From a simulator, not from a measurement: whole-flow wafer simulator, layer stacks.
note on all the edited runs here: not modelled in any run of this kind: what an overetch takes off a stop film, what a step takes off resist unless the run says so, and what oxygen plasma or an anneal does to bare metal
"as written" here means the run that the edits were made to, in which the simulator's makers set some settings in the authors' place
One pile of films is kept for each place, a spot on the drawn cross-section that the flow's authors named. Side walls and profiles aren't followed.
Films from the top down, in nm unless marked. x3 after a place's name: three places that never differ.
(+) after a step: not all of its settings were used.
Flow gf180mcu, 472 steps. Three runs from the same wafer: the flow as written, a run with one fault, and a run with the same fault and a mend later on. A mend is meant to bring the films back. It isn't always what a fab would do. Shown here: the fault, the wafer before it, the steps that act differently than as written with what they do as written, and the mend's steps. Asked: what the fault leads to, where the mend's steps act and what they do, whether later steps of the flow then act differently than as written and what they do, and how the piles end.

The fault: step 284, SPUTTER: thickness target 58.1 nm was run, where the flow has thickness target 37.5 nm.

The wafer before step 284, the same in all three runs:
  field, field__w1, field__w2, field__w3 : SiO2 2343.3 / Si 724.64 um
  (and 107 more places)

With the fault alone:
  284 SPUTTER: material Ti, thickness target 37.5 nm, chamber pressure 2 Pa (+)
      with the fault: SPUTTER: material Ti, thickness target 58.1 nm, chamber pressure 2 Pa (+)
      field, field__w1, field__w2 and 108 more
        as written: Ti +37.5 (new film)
        with the fault: Ti +58.1 (new film)
  Later steps of the flow that act differently than as written:
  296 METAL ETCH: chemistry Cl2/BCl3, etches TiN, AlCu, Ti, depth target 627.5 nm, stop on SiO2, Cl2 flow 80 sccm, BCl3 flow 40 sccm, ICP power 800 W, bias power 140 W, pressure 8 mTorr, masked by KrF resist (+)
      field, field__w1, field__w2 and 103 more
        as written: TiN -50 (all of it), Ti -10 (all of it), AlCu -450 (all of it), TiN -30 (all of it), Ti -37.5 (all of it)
        with the fault: TiN -50 (all of it), Ti -10 (all of it), AlCu -450 (all of it), TiN -30 (all of it), Ti -58.1 (all of it)
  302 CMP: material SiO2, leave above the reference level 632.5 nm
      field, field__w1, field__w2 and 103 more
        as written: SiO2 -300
        with the fault: SiO2 -279.4
  At the end the piles differ from the flow's by more than 2% or 0.5 nm, whichever is larger, at field__w8, contact, m1, m1__w1, m1_nw.
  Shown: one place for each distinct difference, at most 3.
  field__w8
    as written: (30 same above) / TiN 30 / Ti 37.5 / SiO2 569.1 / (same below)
    with the fault: (30 same above) / TiN 30 / Ti 58.1 / SiO2 569.1 / (same below)
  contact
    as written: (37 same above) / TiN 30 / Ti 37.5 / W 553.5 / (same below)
    with the fault: (37 same above) / TiN 30 / Ti 58.1 / W 553.5 / (same below)

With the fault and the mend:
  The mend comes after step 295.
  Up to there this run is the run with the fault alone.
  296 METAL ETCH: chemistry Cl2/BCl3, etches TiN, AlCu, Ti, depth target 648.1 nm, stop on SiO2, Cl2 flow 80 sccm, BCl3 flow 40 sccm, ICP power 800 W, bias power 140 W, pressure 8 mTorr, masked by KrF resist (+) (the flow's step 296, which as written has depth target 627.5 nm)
      field, field__w1, field__w2 and 103 more
        TiN -50 (all of it), Ti -10 (all of it), AlCu -450 (all of it), TiN -30 (all of it), Ti -58.1 (all of it)
      field__w8, contact, m1, m1__w1, m1_nw
        KrF resist -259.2
  Later steps of the flow that act differently than as written (1 more step differs only slightly, by at most 2% or 0.5 nm, whichever is larger, and isn't shown):
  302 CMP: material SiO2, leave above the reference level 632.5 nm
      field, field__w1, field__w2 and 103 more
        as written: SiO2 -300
        with the mend: SiO2 -279.4
  At the end the piles differ from the flow's by more than 2% or 0.5 nm, whichever is larger, at field__w8, contact, m1, m1__w1, m1_nw.
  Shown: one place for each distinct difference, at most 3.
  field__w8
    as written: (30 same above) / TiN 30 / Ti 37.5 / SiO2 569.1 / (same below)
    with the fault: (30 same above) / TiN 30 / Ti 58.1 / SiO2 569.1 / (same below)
    with the mend: (30 same above) / TiN 30 / Ti 58.1 / SiO2 569.1 / (same below)
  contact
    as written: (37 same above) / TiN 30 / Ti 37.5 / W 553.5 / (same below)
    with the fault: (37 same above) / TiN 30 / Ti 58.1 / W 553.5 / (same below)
    with the mend: (37 same above) / TiN 30 / Ti 58.1 / W 553.5 / (same below)
